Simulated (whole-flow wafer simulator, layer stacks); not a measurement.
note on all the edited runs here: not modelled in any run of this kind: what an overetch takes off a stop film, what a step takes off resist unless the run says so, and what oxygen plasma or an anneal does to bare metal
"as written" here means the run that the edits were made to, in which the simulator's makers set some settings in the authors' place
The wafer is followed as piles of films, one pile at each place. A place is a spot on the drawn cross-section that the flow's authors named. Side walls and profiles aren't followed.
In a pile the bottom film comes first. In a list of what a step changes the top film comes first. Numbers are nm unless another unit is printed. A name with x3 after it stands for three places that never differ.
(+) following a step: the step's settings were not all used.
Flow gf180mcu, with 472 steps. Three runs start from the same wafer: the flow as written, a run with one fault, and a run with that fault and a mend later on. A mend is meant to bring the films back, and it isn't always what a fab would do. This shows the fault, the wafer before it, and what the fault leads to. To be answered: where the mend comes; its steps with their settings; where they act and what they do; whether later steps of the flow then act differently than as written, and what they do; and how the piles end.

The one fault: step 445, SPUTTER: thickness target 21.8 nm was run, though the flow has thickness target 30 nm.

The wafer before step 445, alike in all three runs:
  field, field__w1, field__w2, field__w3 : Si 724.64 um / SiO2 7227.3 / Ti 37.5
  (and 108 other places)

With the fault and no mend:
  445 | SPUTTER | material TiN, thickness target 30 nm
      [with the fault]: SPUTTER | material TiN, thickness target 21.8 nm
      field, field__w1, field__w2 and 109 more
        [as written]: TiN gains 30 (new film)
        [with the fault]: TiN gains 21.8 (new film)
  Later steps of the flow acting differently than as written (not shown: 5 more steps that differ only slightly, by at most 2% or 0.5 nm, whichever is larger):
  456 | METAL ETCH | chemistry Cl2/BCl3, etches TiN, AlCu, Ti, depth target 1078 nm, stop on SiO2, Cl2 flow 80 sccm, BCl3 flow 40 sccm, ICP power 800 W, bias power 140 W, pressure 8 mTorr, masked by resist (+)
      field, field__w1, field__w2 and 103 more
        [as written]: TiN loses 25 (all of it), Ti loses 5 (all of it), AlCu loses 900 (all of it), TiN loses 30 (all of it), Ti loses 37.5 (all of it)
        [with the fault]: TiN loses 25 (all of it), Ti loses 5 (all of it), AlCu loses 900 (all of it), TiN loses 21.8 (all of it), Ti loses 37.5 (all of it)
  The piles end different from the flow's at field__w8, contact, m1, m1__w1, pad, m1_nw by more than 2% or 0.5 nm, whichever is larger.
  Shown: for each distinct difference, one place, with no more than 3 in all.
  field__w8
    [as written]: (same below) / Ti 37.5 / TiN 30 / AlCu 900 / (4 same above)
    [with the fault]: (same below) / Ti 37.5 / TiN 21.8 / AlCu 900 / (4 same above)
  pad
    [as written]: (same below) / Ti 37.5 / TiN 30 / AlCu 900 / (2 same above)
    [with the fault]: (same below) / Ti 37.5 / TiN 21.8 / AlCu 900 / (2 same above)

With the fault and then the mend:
  After step 445 comes the mend.
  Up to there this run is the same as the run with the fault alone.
  445a | SPUTTER | material TiN, thickness target 8.2 nm (the flow's step 445 again, with other settings)
      field, field__w1, field__w2 and 109 more
        TiN gains 8.2
  Every later step of the flow that is run acts as written at every place that is followed.
  At every place that both follow, the piles at the end match the flow's.
